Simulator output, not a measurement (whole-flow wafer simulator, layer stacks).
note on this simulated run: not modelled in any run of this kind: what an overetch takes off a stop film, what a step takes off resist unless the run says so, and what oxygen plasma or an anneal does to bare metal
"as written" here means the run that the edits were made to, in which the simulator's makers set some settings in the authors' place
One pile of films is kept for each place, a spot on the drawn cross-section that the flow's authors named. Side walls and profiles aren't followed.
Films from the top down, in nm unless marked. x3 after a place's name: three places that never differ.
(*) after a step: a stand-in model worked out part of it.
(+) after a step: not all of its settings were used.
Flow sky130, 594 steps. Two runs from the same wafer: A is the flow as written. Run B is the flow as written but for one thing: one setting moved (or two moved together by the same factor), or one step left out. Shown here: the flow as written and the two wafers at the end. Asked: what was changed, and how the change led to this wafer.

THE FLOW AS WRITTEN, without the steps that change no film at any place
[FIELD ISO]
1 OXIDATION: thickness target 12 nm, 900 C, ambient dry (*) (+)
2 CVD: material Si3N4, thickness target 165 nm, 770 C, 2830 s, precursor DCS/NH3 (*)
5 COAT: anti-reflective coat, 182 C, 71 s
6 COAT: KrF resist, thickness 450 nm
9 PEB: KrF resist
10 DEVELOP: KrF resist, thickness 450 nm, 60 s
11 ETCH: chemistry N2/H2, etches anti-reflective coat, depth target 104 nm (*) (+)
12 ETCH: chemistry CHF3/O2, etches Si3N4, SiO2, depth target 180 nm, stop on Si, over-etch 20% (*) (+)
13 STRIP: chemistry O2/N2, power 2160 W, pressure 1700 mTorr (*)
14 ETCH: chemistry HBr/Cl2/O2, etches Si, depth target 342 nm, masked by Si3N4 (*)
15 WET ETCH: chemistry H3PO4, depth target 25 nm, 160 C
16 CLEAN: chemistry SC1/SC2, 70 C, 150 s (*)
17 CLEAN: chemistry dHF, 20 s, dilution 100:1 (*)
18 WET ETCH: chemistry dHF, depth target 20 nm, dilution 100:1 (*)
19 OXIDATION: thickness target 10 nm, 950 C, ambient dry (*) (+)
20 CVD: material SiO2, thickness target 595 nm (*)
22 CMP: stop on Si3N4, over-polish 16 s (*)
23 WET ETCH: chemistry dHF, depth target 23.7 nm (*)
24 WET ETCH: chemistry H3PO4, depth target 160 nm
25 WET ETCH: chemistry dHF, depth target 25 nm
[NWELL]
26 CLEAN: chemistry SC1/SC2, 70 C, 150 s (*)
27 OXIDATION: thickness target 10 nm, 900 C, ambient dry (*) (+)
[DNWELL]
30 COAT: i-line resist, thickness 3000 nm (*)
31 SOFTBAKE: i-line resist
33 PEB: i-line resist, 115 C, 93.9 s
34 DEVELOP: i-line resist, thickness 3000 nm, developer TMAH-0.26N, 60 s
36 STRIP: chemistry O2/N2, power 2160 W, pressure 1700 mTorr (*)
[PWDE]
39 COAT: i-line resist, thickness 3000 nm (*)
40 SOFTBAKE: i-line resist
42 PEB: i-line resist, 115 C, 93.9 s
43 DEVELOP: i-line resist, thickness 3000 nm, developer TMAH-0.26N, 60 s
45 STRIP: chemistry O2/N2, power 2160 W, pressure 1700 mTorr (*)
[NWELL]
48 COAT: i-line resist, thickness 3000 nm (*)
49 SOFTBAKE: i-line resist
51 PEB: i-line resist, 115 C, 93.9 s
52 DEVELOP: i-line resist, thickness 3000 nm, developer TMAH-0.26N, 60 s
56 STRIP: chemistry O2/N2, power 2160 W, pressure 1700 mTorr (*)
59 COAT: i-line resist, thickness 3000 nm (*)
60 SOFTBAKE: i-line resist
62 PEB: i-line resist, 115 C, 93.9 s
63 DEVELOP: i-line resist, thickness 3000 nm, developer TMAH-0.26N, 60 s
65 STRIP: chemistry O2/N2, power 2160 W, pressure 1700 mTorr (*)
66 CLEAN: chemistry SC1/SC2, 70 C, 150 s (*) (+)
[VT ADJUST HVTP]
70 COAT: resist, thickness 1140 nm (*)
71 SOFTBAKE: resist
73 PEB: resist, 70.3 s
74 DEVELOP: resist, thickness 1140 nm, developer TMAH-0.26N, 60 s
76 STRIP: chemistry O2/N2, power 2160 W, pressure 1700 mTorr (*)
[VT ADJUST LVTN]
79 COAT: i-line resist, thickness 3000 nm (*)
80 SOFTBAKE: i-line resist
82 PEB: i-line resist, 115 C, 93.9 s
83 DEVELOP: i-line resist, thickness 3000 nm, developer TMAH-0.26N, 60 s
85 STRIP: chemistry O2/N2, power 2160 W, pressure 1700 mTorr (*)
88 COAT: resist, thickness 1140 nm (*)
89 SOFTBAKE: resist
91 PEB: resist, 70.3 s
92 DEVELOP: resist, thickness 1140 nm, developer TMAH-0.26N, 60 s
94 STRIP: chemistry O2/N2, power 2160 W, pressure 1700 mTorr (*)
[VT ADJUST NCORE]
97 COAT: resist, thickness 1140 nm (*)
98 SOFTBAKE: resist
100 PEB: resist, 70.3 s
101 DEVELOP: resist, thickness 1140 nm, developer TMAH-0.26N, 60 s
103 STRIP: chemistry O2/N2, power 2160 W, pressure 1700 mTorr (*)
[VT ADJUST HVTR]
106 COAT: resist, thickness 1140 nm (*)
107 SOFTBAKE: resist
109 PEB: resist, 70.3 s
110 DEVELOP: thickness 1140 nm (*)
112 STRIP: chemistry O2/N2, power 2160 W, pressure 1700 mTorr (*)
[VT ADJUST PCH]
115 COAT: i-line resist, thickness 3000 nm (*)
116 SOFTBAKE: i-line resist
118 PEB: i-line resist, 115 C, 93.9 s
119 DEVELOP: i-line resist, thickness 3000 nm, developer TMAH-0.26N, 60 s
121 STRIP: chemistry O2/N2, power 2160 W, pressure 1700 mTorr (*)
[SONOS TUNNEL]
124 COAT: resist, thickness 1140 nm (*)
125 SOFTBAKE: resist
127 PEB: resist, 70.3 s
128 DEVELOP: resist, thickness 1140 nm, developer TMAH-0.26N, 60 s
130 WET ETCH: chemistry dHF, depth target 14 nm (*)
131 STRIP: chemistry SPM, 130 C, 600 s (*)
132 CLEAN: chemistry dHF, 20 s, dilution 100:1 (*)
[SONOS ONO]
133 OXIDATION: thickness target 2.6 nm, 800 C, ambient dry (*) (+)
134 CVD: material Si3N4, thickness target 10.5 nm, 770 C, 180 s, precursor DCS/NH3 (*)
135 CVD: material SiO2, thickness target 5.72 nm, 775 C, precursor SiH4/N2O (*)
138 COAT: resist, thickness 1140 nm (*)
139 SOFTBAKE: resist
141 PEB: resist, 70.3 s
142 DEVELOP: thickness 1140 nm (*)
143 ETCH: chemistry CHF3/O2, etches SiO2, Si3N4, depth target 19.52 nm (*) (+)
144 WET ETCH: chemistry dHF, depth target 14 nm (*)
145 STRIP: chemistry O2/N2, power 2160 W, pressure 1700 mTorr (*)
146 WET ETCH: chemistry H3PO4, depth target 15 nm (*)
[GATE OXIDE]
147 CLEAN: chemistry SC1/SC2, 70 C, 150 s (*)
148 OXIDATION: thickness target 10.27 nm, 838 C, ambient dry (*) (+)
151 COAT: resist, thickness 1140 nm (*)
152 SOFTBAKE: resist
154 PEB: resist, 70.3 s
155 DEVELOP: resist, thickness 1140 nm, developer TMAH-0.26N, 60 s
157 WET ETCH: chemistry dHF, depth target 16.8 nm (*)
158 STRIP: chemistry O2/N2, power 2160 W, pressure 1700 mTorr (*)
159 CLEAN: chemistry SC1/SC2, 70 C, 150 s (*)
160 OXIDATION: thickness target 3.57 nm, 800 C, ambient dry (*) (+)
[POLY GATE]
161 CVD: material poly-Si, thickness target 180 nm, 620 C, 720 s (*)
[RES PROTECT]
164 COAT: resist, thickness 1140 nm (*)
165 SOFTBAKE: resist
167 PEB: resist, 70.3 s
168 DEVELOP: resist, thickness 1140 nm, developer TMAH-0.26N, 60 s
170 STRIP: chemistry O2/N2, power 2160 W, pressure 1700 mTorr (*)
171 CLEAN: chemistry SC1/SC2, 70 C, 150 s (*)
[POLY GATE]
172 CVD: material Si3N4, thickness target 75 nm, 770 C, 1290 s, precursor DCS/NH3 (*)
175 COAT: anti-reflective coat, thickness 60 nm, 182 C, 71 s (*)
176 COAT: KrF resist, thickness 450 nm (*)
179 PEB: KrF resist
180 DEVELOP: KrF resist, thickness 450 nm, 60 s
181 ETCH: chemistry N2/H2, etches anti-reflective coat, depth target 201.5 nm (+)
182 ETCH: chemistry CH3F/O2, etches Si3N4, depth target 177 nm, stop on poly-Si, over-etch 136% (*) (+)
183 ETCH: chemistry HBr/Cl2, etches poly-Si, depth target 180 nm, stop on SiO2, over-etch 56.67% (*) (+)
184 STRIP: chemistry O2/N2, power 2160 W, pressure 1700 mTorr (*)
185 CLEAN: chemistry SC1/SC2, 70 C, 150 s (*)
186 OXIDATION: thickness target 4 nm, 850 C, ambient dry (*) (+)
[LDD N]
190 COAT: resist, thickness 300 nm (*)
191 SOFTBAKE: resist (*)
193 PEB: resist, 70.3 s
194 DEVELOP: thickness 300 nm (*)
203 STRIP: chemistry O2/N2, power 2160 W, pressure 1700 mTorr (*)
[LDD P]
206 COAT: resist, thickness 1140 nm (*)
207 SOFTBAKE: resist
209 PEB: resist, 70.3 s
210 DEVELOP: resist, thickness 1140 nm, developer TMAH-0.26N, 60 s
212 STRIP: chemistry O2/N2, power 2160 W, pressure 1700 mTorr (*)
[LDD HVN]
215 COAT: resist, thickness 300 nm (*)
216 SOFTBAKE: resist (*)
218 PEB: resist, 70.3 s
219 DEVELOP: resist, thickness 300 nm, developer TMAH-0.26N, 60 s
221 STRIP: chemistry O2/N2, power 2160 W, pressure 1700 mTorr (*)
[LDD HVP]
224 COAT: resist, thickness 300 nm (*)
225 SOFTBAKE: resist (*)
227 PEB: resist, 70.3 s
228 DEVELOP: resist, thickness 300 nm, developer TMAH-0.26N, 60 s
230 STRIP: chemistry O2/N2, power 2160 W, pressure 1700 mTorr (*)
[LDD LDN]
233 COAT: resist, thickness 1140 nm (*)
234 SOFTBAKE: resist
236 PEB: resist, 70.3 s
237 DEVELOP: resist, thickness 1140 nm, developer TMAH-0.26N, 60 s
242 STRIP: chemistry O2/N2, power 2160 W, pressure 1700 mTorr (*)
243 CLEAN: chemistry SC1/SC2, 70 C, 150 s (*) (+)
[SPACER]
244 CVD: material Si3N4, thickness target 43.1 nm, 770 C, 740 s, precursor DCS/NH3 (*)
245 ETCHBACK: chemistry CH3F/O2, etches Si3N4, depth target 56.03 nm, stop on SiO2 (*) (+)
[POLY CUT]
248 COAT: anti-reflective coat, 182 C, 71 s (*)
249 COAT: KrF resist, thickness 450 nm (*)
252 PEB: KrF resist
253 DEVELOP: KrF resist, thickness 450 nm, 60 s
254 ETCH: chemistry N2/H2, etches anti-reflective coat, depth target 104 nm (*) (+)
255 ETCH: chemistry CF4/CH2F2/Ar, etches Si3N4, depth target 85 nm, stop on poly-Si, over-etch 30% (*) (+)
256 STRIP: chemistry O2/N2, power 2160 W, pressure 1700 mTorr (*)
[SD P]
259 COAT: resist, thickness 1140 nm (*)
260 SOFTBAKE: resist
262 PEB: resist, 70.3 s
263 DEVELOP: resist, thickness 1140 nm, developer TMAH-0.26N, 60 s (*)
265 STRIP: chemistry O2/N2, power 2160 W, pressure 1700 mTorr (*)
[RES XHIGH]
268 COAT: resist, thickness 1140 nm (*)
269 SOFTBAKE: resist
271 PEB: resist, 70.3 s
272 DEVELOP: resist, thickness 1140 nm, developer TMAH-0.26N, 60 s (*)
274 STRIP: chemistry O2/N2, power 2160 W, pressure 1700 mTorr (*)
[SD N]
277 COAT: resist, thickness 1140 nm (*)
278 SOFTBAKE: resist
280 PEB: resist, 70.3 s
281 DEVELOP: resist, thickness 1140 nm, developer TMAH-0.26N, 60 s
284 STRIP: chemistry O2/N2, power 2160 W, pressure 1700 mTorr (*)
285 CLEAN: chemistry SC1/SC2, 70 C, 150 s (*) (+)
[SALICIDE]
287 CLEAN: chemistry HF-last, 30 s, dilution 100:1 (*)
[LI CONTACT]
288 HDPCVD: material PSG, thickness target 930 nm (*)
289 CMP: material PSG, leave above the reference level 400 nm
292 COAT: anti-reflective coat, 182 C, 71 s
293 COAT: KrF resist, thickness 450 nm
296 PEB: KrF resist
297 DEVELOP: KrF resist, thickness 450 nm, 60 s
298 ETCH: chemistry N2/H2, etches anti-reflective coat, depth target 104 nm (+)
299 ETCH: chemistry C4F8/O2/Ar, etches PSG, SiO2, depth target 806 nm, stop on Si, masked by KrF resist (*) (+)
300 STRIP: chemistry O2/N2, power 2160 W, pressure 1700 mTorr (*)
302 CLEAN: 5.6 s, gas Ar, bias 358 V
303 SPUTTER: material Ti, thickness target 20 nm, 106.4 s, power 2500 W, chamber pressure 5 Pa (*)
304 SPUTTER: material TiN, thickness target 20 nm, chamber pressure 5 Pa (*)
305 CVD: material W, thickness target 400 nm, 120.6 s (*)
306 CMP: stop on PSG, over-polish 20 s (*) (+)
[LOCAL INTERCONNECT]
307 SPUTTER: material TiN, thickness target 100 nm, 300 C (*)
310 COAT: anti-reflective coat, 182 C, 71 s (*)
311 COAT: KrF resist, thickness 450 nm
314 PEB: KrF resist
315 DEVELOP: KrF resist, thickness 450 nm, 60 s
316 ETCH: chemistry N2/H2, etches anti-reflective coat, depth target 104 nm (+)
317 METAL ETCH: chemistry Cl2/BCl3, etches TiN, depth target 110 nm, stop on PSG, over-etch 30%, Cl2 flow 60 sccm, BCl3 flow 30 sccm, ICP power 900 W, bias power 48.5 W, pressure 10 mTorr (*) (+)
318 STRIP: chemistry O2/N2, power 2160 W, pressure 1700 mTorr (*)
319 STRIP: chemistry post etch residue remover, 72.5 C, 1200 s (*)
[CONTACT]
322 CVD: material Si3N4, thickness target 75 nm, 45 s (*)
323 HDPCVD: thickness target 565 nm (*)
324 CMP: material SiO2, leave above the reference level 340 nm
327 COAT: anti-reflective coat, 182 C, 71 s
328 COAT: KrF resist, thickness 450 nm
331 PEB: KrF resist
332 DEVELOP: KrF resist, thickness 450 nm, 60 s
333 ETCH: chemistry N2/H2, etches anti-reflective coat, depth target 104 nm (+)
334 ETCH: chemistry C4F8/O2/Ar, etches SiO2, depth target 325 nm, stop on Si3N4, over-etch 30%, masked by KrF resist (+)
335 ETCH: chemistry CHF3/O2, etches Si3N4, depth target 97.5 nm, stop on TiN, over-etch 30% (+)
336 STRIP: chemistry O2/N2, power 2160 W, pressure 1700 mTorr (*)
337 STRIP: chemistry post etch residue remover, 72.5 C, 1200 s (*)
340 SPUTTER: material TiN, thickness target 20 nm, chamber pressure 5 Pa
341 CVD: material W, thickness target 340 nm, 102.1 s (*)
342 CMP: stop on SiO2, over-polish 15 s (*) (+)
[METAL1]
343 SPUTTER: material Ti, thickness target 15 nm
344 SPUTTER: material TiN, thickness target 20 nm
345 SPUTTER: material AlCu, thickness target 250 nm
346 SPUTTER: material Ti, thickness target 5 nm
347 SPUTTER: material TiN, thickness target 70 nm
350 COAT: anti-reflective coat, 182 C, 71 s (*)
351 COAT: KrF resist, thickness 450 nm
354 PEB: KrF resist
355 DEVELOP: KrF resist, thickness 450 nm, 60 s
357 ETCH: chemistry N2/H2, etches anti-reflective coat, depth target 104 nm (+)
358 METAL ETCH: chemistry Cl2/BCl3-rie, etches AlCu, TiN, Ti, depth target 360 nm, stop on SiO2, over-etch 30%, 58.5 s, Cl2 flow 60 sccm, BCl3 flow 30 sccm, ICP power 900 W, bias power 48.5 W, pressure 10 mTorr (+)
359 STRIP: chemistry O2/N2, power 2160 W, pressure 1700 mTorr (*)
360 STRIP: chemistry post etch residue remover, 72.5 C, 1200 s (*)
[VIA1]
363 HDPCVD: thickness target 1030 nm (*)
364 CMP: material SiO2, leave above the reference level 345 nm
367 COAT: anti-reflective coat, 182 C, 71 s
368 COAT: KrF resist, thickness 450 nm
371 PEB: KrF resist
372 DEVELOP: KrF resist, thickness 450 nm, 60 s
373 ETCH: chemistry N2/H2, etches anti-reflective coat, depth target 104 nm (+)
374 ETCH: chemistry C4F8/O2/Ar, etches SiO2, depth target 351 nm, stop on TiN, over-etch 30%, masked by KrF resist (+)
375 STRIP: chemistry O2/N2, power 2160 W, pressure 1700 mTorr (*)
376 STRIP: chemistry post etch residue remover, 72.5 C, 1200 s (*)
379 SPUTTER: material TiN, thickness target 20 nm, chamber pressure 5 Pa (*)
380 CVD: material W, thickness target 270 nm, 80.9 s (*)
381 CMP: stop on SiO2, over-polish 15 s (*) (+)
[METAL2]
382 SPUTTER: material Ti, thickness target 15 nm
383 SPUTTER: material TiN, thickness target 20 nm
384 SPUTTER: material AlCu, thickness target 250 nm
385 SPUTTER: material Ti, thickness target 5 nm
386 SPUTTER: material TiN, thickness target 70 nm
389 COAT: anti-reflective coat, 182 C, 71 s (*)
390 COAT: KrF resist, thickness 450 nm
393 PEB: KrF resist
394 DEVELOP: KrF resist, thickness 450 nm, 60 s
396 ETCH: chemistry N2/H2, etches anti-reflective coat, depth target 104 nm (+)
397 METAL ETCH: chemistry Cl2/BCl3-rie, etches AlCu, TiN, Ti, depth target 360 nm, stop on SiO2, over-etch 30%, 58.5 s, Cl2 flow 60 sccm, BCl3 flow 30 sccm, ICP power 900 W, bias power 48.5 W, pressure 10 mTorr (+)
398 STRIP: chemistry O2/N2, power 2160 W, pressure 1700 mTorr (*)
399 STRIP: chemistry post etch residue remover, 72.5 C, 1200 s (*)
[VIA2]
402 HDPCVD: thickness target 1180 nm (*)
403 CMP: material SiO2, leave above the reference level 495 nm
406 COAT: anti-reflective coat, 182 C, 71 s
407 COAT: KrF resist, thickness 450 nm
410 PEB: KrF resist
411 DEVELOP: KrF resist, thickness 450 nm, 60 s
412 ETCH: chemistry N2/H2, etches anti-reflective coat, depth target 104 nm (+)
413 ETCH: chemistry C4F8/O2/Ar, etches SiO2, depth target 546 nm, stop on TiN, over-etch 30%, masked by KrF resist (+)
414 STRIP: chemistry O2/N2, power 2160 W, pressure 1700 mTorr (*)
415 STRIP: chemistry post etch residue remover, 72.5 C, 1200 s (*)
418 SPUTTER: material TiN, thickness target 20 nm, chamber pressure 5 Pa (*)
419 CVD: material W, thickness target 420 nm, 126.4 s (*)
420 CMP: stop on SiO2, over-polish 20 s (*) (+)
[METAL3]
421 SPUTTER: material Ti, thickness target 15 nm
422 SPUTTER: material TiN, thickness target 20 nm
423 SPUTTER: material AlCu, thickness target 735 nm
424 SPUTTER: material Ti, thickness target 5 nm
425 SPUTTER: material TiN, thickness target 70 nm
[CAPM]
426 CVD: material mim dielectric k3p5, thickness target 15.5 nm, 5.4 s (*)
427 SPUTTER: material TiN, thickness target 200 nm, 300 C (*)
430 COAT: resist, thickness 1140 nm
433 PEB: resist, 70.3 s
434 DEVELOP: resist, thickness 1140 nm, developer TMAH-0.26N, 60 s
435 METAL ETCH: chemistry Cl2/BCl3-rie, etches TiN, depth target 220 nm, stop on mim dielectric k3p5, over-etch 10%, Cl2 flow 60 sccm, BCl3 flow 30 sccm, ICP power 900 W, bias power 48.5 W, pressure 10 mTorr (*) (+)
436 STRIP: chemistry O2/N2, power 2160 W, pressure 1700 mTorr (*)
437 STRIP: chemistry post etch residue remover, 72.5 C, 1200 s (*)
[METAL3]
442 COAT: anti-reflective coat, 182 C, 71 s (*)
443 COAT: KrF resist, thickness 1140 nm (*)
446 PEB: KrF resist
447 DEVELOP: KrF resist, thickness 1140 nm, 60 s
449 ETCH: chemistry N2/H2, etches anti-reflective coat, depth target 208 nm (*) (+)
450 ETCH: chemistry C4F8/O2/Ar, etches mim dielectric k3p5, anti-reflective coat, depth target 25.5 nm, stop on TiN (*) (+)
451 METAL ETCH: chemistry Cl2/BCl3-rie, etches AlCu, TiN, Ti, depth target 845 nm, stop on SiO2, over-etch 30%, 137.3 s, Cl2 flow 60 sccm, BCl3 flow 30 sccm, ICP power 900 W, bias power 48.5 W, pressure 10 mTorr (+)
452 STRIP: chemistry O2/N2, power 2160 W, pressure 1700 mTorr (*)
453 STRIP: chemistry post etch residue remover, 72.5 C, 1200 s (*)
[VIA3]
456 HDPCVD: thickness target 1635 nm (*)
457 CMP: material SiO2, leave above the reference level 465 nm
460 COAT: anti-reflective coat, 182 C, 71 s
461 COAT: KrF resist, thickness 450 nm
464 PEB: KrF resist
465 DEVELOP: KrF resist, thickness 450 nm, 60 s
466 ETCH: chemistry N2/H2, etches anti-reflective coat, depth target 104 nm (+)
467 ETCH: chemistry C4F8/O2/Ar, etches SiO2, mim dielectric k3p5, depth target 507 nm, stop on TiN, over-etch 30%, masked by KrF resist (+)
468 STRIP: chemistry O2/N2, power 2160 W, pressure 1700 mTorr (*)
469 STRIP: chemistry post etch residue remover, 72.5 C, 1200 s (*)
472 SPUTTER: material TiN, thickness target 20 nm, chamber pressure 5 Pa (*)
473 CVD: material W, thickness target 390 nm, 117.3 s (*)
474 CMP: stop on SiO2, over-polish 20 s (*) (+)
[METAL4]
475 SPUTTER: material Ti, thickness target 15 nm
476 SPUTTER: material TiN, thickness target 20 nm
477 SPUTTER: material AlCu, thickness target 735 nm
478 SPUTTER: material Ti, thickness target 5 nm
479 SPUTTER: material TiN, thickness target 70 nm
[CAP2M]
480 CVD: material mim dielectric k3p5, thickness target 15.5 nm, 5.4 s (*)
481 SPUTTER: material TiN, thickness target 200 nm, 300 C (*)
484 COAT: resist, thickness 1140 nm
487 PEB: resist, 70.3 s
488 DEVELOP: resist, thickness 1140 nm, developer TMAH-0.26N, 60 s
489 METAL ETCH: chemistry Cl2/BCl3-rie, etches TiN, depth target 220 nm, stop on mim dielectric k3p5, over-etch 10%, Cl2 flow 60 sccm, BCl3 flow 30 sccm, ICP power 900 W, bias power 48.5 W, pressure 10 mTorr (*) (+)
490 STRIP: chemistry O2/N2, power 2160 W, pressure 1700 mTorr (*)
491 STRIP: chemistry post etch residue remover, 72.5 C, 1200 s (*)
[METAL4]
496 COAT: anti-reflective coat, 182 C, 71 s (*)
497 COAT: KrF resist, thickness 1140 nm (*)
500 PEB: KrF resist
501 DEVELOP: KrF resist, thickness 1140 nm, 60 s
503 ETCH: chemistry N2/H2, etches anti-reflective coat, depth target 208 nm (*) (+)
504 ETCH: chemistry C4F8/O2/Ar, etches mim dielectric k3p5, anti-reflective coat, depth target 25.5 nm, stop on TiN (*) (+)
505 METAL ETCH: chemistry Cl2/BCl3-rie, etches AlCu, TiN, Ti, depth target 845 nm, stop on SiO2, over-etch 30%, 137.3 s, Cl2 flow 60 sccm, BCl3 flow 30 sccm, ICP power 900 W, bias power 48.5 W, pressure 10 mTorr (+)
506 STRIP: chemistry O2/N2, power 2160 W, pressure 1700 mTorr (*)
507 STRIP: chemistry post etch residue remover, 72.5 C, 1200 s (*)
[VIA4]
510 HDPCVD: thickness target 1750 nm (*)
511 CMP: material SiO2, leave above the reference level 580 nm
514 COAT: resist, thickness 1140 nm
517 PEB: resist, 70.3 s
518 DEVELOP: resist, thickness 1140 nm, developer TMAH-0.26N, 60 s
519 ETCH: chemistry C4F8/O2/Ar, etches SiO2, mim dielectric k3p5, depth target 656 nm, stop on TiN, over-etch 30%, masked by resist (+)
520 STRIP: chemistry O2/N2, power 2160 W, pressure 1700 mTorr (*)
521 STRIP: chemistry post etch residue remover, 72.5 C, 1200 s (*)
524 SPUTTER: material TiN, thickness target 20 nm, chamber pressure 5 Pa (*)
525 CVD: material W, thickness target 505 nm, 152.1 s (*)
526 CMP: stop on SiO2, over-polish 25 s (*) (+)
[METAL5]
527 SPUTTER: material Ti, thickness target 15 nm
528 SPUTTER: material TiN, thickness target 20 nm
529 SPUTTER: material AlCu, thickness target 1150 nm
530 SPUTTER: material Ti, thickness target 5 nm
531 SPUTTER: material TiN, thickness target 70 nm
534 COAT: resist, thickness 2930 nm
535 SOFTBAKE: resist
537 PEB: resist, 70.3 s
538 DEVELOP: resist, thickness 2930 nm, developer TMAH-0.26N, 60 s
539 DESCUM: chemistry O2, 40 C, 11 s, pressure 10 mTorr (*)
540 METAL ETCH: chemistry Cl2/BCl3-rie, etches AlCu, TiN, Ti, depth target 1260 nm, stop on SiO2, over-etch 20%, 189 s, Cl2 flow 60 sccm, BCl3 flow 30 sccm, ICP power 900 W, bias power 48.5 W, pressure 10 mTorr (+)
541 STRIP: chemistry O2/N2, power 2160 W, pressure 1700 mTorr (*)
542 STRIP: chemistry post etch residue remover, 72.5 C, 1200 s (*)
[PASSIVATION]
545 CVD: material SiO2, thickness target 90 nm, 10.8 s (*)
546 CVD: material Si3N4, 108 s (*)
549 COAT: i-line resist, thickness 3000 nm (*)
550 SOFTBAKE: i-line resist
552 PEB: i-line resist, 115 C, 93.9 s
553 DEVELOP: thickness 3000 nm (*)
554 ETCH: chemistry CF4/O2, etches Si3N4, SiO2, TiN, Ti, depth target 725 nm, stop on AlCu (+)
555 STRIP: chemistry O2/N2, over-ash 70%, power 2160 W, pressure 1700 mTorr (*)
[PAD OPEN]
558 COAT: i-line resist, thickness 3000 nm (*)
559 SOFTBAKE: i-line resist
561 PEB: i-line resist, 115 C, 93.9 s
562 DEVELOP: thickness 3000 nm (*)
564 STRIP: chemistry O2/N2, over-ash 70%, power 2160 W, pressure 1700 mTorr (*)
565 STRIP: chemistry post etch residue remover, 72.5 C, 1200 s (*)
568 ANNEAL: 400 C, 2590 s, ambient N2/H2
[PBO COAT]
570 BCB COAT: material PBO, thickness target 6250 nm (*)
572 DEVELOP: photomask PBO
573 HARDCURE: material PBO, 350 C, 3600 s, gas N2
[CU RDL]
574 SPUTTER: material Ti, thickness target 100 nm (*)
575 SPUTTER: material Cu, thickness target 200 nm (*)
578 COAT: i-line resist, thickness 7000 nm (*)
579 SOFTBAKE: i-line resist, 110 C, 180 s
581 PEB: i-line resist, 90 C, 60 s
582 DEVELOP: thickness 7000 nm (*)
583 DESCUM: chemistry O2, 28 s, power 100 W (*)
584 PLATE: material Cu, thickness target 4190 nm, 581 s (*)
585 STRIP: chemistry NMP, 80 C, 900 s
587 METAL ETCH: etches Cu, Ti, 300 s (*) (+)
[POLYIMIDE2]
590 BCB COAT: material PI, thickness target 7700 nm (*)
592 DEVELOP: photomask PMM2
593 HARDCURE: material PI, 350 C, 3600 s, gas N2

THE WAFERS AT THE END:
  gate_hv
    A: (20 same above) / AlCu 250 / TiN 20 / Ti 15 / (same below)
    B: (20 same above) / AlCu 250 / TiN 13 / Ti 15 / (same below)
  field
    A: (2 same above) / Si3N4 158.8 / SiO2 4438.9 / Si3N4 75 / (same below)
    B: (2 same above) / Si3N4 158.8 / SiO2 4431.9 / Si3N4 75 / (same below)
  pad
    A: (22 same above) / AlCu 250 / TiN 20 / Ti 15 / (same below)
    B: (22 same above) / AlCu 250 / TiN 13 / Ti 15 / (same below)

The cause: step 383, SPUTTER: thickness target 13 nm was run, where the flow has thickness target 20 nm.
It can be read off the wafer: gate_hv has TiN 13, and step 383 as written asks for 20 nm.

How the change led to this, step by step:
  383 SPUTTER: material TiN, thickness target 20 nm
      field, active, n_well and 188 more: A TiN +20 (new film) | B TiN +13 (new film)
  397 METAL ETCH: chemistry Cl2/BCl3-rie, etches AlCu, TiN, Ti, depth target 360 nm, stop on SiO2, over-etch 30%, 58.5 s, Cl2 flow 60 sccm, BCl3 flow 30 sccm, ICP power 900 W, bias power 48.5 W, pressure 10 mTorr (+)
      field, active, gate and 82 more: A TiN -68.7 (all of it), Ti -5 (all of it), AlCu -250 (all of it), TiN -20 (all of it), Ti -15 (all of it), SiO2 -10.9 | B TiN -68.7 (all of it), Ti -5 (all of it), AlCu -250 (all of it), TiN -13 (all of it), Ti -15 (all of it), SiO2 -11.6
